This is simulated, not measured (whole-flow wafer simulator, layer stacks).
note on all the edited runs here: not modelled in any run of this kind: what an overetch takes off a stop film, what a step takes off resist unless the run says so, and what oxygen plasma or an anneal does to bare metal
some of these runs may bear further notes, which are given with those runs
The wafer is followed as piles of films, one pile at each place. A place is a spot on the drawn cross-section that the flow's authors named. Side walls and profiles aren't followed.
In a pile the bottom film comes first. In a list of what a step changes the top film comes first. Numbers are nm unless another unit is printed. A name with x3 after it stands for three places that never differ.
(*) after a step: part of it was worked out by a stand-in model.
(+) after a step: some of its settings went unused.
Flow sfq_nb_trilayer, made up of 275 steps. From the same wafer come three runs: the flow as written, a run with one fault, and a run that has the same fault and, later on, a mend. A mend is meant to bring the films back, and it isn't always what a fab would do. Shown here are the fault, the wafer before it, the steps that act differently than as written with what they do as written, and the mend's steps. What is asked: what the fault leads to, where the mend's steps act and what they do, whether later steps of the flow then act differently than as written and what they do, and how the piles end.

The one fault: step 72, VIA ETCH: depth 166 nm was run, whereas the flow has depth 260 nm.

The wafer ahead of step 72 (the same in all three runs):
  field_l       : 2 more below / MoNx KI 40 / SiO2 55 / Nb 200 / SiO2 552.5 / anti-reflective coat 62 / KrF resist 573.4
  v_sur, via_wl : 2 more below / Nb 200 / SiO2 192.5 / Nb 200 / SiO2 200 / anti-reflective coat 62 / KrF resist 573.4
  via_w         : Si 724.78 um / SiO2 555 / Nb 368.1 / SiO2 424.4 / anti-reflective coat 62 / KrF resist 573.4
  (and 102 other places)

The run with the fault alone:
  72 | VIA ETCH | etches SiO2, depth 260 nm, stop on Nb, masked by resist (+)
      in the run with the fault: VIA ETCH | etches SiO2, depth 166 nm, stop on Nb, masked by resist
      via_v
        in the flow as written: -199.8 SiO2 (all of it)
        in the run with the fault: -166 SiO2
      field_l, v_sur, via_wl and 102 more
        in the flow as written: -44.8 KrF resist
        in the run with the fault: -28.6 KrF resist
  Steps later in the flow that act otherwise than as written (3 more steps, not shown, differ only slightly: by at most 2% or 0.5 nm, whichever is larger):
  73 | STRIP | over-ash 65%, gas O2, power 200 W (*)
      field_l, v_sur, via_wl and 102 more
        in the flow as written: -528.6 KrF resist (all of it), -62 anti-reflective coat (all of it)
        in the run with the fault: -544.8 KrF resist (all of it), -62 anti-reflective coat (all of it)
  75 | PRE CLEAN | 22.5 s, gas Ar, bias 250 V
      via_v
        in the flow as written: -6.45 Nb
        in the run with the fault: -7.5 SiO2
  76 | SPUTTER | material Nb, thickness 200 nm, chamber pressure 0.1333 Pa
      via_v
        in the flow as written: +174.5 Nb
        in the run with the fault: +181.3 Nb (new film)
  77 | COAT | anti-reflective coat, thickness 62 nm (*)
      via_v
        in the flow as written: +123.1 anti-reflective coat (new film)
        in the run with the fault: +114.4 anti-reflective coat (new film)
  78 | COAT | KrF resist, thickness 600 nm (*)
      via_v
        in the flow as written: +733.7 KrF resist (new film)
        in the run with the fault: +707.9 KrF resist (new film)
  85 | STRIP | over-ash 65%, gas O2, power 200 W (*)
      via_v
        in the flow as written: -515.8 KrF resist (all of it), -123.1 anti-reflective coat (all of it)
        in the run with the fault: -490 KrF resist (all of it), -114.4 anti-reflective coat (all of it)
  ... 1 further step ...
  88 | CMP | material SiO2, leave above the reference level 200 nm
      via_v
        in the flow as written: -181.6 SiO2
        in the run with the fault: -157.1 SiO2
  At via_v, the piles at the end differ from the flow's by more than 2% or 0.5 nm, whichever is larger.
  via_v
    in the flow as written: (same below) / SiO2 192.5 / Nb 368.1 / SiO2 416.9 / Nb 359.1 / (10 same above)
    in the run with the fault: (same below) / SiO2 192.5 / Nb 200 / SiO2 26.3 / Nb 181.3 / SiO2 377.4 / Nb 359.1 / (10 same above)

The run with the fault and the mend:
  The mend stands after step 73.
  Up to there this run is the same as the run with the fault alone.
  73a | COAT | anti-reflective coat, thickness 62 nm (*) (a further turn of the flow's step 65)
      p4_fl x3, p4_w1 x9, p4_g1 x2 and 63 more
        +62 anti-reflective coat (new film)
      r_sur, res, r_end and 9 more
        +61.8 anti-reflective coat (new film)
      field_l, jj_sur, ce_l, c5j
        +61.6 anti-reflective coat (new film)
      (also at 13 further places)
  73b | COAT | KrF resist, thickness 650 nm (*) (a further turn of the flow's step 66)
      p4_fl x3, p4_w1 x9, p4_g1 x2 and 63 more
        +650 KrF resist (new film)
      moat, field_r, lsp_l, ln_m5, l0v
        +649.6 KrF resist (new film)
      lsp_m, ln_m6, lsp_r, l0_sur
        +649.7 KrF resist (new film)
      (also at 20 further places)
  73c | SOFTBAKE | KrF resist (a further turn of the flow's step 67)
      alters no film at any place that is followed
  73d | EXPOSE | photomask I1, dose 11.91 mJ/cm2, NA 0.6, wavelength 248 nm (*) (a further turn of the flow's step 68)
      alters no film at any place that is followed
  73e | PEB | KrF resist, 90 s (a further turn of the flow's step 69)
      c5j, ce_r, sp_r and 90 more
        -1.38 KrF resist
      field_l, v_sur, via_wl and 8 more
        -1.37 KrF resist
      via_wr
        -1.36 KrF resist
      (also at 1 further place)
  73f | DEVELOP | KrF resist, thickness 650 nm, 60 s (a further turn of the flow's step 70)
      field_l, v_sur, via_wl and 102 more
        -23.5 KrF resist
      via_v
        -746 KrF resist (all of it)
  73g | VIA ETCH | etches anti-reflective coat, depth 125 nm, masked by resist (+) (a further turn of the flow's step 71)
      field_l, v_sur, via_wl and 102 more
        -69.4 KrF resist
      via_v
        -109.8 anti-reflective coat (all of it)
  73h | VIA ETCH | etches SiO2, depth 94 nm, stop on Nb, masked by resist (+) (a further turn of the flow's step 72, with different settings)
      field_l, v_sur, via_wl and 102 more
        -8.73 KrF resist
      via_v
        -33.8 SiO2 (all of it)
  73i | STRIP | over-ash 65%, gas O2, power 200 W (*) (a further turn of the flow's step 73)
      p4_fl x3, p4_w1 x9, p4_g1 x2 and 63 more
        -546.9 KrF resist (all of it), -62 anti-reflective coat (all of it)
      ln_m5, lsp_m, ln_m6, lsp_r, l0_sur, l0v
        -546.6 KrF resist (all of it), -61.8 anti-reflective coat (all of it)
      r_end, moat, field_r, lsp_l
        -546.5 KrF resist (all of it), -61.8 anti-reflective coat (all of it)
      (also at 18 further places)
  Later steps of the flow that are run all act as written at every place that is followed, up to a difference of at most 2% or 0.5 nm, whichever is larger.
  When the end is reached, the piles differ only a little from the flow's at the places that both follow, at most by 2% or 0.5 nm, whichever is larger.
